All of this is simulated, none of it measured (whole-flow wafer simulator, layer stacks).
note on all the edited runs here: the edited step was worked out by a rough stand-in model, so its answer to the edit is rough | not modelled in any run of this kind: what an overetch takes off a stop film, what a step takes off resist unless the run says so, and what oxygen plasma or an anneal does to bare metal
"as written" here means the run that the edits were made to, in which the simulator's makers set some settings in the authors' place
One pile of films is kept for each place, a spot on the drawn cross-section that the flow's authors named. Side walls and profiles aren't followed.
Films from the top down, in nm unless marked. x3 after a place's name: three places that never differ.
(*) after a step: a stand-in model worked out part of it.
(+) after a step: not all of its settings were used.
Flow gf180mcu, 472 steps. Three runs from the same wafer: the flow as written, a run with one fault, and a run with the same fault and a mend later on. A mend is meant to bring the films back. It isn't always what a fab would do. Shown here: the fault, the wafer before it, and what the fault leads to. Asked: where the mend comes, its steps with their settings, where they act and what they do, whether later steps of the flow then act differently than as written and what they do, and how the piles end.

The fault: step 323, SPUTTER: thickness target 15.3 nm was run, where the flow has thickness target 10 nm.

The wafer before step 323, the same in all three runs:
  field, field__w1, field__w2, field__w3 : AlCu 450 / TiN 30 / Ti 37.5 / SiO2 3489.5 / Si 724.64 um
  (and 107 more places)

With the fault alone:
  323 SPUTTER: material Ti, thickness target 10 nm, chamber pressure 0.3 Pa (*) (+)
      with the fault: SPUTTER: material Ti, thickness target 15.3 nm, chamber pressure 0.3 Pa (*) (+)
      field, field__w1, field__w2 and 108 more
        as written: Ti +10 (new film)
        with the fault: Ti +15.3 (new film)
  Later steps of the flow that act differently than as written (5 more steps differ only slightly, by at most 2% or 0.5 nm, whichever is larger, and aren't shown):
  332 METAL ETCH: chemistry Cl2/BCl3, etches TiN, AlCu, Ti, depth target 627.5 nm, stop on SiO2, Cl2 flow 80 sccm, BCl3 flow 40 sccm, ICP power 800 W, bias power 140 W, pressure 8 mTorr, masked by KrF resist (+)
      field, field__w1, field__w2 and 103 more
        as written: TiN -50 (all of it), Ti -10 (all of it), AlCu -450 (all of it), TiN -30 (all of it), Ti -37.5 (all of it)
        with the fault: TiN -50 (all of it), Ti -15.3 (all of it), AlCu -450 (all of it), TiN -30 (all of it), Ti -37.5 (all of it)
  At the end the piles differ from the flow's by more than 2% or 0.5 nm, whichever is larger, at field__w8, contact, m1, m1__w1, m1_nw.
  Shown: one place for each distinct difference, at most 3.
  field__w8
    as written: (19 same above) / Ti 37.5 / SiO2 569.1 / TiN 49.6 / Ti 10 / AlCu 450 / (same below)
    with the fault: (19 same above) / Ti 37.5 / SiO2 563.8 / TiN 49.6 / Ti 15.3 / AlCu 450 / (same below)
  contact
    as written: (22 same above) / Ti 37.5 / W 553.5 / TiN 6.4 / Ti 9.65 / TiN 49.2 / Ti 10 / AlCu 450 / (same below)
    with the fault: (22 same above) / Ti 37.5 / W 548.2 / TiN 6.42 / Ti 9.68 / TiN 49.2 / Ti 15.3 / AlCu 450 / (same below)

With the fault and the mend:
  The mend comes after step 323.
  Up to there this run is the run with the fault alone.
  323a METAL ETCH: chemistry Cl2/BCl3, etches TiN, AlCu, Ti, depth target 5.3 nm, Cl2 flow 80 sccm, BCl3 flow 40 sccm, ICP power 800 W, bias power 140 W, pressure 8 mTorr (the flow's step 260 once more, with other settings)
      field, field__w1, field__w2 and 108 more
        Ti -5.3
  No later step of the flow acts differently than as written at any place that is followed.
  At the end the piles are the same as the flow's at every place that both follow.
